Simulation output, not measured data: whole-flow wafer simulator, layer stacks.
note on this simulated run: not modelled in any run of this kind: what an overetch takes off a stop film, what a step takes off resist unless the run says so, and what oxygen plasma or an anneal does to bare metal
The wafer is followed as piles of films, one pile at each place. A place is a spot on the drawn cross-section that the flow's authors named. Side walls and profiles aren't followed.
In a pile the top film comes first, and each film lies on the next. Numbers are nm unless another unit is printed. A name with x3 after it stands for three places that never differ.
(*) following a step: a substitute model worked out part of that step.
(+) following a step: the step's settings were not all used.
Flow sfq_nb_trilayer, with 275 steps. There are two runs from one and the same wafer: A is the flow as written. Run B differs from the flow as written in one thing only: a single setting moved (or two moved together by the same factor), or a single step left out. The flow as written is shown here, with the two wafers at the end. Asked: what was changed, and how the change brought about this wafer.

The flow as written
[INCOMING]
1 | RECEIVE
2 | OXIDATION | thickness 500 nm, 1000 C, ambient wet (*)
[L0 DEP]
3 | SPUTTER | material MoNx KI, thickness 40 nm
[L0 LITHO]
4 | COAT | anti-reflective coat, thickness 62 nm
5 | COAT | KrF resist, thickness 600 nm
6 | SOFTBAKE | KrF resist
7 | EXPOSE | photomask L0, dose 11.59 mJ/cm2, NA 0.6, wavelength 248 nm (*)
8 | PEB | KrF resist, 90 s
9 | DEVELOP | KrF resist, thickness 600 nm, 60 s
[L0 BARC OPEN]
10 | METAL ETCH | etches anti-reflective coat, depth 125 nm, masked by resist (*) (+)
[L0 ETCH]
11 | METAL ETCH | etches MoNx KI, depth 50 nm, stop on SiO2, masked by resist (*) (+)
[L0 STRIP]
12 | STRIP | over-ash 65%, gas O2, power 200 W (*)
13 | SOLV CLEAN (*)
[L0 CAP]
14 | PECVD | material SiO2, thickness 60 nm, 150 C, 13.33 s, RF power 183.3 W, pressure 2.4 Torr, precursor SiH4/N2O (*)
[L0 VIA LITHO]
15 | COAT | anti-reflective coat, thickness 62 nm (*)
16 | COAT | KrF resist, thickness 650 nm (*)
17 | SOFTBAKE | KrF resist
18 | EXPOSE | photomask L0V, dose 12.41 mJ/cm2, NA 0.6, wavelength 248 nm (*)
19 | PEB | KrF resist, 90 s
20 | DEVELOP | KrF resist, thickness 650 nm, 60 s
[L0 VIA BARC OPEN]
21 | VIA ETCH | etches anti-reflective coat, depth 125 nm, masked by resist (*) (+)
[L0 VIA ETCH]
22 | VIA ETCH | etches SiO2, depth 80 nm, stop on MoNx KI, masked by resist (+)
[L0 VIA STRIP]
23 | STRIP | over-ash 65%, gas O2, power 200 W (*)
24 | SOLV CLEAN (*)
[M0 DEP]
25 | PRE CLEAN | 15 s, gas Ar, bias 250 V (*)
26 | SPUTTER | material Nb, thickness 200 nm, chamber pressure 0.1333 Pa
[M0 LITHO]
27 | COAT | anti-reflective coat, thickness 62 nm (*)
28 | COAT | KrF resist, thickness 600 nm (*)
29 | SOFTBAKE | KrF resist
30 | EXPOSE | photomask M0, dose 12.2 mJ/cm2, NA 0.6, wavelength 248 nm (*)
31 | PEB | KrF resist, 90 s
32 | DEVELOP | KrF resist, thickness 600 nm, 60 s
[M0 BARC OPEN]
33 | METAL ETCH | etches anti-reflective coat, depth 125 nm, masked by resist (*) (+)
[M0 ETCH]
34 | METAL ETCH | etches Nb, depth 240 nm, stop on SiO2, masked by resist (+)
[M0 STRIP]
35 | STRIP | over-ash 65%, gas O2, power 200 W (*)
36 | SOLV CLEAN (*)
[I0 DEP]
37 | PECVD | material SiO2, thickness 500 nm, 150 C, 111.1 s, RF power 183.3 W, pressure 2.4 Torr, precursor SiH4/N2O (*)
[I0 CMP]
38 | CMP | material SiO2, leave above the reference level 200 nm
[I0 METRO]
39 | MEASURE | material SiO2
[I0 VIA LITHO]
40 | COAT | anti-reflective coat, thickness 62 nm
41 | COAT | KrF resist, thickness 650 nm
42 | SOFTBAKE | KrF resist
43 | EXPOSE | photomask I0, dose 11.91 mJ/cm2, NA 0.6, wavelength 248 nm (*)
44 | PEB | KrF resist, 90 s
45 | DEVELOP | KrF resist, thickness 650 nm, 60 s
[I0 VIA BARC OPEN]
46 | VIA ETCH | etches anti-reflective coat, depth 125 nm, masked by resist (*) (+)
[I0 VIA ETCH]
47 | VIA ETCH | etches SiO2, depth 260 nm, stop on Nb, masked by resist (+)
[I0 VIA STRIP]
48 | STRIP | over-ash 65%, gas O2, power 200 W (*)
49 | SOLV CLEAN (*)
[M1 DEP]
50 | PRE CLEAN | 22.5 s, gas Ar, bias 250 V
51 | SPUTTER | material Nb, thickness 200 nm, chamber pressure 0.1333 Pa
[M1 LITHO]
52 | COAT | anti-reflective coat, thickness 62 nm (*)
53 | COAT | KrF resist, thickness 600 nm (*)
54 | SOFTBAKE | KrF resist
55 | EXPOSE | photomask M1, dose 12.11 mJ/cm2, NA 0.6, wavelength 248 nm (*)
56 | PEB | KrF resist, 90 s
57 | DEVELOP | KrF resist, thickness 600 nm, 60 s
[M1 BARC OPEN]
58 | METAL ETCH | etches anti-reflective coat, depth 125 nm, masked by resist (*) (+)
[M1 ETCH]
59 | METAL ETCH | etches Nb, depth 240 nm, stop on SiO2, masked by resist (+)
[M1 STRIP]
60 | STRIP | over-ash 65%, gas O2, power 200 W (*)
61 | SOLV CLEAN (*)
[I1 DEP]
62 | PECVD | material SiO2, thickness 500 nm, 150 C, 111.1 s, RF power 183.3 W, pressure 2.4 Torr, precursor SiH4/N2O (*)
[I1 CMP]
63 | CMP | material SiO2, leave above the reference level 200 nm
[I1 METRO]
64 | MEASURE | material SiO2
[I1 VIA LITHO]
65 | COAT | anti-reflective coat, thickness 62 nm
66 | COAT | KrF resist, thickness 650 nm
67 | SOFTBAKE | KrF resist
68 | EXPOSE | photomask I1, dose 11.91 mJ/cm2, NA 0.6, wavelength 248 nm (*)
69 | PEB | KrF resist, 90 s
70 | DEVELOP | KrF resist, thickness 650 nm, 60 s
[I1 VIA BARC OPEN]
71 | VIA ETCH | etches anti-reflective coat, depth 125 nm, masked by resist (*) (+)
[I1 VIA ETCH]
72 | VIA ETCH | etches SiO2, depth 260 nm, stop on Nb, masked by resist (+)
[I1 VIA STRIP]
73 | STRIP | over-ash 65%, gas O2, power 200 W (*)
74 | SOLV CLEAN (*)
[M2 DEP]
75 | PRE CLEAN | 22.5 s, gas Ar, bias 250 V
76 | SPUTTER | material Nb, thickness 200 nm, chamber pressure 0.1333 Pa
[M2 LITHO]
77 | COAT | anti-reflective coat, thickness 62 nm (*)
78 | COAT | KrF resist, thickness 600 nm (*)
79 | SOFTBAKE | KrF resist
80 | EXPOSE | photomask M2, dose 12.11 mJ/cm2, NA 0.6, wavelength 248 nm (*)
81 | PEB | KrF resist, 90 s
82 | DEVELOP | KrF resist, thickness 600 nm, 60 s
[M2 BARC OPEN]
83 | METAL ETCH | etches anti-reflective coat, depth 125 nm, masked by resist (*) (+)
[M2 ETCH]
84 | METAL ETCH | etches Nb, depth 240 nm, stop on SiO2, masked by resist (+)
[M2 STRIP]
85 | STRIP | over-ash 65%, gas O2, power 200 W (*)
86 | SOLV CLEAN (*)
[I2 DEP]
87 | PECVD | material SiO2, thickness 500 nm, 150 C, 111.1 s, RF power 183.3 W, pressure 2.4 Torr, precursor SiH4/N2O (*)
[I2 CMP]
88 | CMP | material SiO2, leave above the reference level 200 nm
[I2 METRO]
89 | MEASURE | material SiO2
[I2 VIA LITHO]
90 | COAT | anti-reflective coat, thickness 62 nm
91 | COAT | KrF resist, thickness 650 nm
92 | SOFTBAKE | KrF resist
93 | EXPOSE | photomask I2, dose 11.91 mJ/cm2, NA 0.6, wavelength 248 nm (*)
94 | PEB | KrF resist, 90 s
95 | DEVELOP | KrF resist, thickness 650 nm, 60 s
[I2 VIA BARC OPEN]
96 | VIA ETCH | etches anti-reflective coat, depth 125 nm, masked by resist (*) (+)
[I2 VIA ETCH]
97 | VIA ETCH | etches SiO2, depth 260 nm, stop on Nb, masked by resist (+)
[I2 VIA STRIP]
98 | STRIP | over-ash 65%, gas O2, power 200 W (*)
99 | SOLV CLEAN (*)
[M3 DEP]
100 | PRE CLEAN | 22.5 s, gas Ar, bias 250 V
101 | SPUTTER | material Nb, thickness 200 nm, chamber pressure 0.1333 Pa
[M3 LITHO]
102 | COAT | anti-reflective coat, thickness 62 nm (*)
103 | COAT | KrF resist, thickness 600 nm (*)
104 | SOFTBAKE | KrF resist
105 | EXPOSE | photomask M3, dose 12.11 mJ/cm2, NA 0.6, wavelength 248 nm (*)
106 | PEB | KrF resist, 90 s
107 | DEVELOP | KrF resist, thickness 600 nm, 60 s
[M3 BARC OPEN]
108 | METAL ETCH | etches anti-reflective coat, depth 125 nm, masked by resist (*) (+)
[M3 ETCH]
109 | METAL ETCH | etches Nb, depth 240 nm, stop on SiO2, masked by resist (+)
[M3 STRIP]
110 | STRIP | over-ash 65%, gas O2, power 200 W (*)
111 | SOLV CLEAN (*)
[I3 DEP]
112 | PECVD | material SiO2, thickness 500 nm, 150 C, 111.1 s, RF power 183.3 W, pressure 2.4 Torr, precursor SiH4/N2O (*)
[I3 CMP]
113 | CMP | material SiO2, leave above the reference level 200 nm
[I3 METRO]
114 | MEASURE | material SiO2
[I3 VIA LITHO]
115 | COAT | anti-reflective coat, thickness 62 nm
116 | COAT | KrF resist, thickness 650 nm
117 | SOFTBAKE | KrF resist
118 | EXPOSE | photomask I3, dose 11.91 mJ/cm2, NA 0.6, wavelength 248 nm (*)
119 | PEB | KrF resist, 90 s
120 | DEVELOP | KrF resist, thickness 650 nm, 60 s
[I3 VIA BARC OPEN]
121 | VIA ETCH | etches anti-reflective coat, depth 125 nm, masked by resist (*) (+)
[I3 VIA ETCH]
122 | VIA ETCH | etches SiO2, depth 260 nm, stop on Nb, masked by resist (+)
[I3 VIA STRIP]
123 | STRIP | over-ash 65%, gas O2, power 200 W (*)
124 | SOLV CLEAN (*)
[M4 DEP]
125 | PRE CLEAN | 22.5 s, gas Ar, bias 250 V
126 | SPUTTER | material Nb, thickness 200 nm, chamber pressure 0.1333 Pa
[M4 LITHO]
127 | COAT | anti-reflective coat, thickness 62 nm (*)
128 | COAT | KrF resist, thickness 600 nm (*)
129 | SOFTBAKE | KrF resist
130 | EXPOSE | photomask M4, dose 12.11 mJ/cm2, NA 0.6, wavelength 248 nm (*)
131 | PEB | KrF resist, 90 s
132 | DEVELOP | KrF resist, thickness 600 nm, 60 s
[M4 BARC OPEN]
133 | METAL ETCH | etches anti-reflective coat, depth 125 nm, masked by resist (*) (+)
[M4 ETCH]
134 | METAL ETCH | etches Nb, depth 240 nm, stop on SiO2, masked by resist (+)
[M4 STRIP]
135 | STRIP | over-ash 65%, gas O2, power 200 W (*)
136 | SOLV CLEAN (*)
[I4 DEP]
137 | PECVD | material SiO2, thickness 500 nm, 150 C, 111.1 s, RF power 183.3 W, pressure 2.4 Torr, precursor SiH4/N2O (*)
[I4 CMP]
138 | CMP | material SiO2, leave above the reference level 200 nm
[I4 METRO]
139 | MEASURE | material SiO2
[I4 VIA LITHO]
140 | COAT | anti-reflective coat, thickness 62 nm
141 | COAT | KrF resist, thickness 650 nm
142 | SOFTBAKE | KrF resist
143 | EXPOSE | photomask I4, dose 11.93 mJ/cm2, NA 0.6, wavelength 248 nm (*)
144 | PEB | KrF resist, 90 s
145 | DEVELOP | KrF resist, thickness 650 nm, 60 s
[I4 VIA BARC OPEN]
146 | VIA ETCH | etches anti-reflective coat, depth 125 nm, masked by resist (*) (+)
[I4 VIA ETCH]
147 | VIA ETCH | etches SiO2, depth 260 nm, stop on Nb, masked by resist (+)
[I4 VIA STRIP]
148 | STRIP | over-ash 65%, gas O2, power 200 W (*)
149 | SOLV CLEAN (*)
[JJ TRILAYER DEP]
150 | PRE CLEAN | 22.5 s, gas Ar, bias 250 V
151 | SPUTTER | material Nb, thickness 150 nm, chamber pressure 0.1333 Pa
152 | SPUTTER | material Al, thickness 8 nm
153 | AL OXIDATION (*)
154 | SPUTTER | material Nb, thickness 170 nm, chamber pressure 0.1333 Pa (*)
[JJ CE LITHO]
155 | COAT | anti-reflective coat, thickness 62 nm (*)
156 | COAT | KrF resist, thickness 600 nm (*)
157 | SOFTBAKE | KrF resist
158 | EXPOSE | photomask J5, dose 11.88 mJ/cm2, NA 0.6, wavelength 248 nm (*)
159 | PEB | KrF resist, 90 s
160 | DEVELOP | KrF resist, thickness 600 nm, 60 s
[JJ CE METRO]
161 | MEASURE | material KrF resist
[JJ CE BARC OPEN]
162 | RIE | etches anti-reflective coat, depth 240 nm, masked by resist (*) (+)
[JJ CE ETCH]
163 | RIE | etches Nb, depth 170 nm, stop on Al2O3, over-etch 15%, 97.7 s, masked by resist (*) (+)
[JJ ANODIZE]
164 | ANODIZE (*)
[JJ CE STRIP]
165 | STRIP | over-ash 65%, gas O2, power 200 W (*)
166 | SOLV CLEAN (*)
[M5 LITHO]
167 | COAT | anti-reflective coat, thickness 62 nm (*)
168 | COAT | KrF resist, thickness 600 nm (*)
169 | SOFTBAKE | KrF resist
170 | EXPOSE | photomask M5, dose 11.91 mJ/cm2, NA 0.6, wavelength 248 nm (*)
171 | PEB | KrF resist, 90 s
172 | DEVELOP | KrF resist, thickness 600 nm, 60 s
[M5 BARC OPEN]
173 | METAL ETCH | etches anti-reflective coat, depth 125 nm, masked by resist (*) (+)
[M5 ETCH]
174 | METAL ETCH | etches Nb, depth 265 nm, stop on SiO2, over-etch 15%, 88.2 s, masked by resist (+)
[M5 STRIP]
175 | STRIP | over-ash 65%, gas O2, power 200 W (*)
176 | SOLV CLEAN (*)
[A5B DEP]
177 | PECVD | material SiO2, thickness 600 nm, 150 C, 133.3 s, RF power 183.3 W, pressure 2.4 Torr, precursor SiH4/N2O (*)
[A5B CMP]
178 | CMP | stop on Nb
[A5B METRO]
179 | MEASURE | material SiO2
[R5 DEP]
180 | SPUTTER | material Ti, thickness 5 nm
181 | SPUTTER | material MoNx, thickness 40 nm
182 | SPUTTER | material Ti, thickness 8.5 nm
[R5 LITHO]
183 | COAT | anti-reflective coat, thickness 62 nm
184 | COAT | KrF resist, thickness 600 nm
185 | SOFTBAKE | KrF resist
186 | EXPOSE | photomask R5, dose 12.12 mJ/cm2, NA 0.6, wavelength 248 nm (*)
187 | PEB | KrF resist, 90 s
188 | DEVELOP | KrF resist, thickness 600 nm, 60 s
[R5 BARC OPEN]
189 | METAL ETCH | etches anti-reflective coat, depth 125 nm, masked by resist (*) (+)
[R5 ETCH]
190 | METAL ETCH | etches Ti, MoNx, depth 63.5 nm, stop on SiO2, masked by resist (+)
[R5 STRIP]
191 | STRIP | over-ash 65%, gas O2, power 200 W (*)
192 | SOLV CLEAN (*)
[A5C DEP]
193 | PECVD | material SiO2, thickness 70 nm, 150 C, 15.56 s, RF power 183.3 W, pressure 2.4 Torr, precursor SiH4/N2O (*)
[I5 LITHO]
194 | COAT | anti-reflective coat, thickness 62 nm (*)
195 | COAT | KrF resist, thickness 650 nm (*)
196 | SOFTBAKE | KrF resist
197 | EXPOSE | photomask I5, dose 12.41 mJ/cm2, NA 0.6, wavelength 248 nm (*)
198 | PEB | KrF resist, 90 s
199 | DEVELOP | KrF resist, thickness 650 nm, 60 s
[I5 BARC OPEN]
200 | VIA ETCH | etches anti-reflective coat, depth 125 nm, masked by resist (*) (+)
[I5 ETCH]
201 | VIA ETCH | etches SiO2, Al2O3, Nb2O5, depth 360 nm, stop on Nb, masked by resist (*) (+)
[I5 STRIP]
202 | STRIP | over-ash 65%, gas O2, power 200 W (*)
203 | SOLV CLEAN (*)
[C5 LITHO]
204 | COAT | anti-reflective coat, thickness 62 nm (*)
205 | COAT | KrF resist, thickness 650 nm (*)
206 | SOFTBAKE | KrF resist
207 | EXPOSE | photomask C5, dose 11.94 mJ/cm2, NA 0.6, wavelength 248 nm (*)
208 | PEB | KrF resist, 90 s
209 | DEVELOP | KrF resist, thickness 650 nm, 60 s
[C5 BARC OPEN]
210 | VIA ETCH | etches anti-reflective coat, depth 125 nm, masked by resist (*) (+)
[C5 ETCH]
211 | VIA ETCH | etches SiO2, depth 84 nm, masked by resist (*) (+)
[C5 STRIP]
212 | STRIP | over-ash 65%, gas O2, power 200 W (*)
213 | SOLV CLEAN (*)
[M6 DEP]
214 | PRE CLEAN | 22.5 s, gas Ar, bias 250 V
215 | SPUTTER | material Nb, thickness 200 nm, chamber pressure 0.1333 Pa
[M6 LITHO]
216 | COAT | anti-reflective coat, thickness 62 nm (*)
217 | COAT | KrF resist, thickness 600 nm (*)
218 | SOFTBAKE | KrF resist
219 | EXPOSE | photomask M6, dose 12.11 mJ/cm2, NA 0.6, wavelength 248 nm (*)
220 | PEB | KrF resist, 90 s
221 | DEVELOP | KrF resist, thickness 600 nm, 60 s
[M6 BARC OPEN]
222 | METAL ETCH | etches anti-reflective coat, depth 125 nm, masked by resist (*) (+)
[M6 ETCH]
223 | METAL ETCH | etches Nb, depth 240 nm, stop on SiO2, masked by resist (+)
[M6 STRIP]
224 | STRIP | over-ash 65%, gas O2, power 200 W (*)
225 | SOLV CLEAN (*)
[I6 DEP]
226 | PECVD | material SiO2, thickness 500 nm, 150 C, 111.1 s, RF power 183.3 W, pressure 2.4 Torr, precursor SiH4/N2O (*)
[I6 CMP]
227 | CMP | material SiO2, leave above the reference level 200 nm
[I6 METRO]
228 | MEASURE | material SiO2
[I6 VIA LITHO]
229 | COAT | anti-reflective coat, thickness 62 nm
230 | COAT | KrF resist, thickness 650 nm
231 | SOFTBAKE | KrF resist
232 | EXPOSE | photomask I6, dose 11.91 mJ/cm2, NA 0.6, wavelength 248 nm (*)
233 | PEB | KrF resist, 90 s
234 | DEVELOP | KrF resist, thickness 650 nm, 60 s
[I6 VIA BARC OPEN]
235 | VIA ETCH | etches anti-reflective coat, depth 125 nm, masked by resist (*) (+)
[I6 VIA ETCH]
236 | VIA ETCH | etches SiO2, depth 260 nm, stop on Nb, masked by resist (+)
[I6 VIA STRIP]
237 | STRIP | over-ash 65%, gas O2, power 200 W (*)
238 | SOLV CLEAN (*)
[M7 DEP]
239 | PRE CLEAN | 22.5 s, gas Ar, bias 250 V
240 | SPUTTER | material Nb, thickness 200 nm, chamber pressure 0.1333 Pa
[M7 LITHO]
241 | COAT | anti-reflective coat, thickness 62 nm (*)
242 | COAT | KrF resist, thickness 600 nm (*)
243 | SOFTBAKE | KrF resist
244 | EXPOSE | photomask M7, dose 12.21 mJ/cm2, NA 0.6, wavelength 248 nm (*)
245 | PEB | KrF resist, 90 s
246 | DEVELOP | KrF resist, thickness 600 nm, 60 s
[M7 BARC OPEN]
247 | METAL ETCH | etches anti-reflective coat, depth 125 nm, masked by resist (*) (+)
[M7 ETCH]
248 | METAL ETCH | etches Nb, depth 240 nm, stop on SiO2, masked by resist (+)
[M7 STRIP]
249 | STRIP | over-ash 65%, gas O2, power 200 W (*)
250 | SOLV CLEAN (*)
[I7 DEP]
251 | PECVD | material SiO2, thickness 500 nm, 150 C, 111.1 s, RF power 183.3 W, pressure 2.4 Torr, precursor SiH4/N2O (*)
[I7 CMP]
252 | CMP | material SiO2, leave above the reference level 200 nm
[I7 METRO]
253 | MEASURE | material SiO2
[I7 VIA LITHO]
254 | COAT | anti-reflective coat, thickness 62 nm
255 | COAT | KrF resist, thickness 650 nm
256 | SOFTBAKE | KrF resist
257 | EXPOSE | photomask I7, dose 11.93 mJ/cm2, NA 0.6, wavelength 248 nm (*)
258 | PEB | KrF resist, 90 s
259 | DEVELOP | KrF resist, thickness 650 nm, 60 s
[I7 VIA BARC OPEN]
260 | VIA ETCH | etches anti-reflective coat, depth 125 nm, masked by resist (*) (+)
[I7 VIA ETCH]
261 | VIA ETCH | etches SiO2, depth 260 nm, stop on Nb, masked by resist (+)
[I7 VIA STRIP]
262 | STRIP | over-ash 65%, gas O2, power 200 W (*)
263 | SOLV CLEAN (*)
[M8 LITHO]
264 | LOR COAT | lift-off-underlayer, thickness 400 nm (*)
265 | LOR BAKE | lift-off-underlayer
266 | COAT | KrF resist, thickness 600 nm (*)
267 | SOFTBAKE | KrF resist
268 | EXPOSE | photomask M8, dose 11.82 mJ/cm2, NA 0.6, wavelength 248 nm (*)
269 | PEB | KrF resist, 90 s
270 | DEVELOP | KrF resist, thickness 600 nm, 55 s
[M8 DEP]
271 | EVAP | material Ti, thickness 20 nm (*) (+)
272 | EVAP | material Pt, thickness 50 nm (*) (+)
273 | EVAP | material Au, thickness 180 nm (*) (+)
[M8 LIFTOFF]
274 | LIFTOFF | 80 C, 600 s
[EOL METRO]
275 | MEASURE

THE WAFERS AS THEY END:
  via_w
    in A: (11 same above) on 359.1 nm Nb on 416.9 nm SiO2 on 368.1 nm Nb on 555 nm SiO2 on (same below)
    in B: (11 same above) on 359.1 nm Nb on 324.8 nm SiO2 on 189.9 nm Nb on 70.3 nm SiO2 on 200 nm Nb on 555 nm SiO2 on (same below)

What caused this: step 47, VIA ETCH: depth 122 nm was run, while the flow as written has depth 260 nm.

How this came from the change, step by step:
  47 | VIA ETCH | etches SiO2, depth 260 nm, stop on Nb, masked by resist (+)
      via_w: A -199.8 SiO2 (all of it) | B -122 SiO2
      field_l, v_sur, via_wl and 102 more: A -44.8 KrF resist | B -21 KrF resist
  48 | STRIP | over-ash 65%, gas O2, power 200 W (*)
      field_l, v_sur, via_wl and 102 more: A -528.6 KrF resist (all of it), -62 anti-reflective coat (all of it) | B -552.4 KrF resist (all of it), -62 anti-reflective coat (all of it)
  50 | PRE CLEAN | 22.5 s, gas Ar, bias 250 V
      via_w: A -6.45 Nb | B -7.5 SiO2
  51 | SPUTTER | material Nb, thickness 200 nm, chamber pressure 0.1333 Pa
      via_w: A +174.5 Nb | B +189.9 Nb (new film)
  52 | COAT | anti-reflective coat, thickness 62 nm (*)
      via_wl: A +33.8 anti-reflective coat (new film) | B +38 anti-reflective coat (new film)
      via_w: A +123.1 anti-reflective coat (new film) | B +105.7 anti-reflective coat (new film)
      (and at 1 other place as well)
  53 | COAT | KrF resist, thickness 600 nm (*)
      via_w: A +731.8 KrF resist (new film) | B +669.6 KrF resist (new film)
  60 | STRIP | over-ash 65%, gas O2, power 200 W (*)
      via_wl: A -385.5 KrF resist (all of it), -33.8 anti-reflective coat (all of it) | B -391 KrF resist (all of it), -38 anti-reflective coat (all of it)
      via_w: A -513.8 KrF resist (all of it), -123.1 anti-reflective coat (all of it) | B -451.8 KrF resist (all of it), -105.7 anti-reflective coat (all of it)
      (and at 1 other place as well)
  62 | PECVD | material SiO2, thickness 500 nm, 150 C, 111.1 s, RF power 183.3 W, pressure 2.4 Torr, precursor SiH4/N2O (*)
      via_w: A +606 SiO2 (new film) | B +500 SiO2 (new film)
  63 | CMP | material SiO2, leave above the reference level 200 nm
      via_w: A -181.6 SiO2 | B -167.7 SiO2
With metal films that touch counted as one body, via_w has 6 bodies (between them, from the top down: SiO2 192.5; SiO2 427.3 / Al2O3 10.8 / Nb2O5 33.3; SiO2 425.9; SiO2 324.8; SiO2 70.3); the flow as written gives 5 bodies (between them, from the top down: SiO2 192.5; SiO2 427.3 / Al2O3 10.8 / Nb2O5 33.3; SiO2 425.9; SiO2 416.9).
